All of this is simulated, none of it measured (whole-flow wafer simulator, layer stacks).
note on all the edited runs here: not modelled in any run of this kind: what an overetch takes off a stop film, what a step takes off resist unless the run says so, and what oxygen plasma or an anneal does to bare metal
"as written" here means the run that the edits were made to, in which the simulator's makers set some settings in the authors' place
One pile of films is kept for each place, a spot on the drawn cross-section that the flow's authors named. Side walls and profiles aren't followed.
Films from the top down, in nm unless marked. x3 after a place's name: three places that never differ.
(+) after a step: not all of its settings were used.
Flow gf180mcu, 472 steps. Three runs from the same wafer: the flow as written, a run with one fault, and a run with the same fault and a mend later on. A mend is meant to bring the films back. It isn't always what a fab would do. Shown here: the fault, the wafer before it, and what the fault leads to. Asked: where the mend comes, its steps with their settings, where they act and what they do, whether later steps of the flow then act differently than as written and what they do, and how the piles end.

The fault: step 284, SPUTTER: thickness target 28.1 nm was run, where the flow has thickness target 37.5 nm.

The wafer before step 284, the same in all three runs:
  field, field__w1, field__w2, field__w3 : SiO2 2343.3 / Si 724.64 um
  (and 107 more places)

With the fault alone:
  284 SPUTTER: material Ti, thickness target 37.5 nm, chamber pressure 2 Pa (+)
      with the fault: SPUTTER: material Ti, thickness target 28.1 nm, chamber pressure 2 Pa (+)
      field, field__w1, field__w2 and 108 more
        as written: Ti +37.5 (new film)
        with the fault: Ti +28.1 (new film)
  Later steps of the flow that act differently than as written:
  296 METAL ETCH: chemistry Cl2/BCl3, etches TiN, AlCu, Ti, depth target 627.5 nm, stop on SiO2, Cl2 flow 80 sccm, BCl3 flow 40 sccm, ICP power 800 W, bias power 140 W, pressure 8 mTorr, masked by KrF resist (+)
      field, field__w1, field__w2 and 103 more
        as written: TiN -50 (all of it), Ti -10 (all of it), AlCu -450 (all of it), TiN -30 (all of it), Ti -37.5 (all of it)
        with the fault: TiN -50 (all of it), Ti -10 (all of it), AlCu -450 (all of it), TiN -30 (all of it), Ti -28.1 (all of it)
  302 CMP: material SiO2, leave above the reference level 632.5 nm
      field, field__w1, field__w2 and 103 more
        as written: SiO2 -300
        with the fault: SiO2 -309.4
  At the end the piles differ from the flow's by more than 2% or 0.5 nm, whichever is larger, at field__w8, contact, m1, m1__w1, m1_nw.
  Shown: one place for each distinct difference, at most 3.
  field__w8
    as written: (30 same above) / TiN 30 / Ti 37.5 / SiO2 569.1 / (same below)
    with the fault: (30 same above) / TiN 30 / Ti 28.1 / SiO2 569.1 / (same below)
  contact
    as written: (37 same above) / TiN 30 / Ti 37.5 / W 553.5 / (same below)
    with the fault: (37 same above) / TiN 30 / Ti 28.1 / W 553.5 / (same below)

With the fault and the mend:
  The mend comes after step 284.
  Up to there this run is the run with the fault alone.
  284a SPUTTER: material Ti, thickness target 9.4 nm, chamber pressure 2 Pa (+) (the flow's step 284 once more, with other settings)
      field, field__w1, field__w2 and 108 more
        Ti +9.4
  No later step of the flow acts differently than as written at any place that is followed.
  At the end the piles are the same as the flow's at every place that both follow.
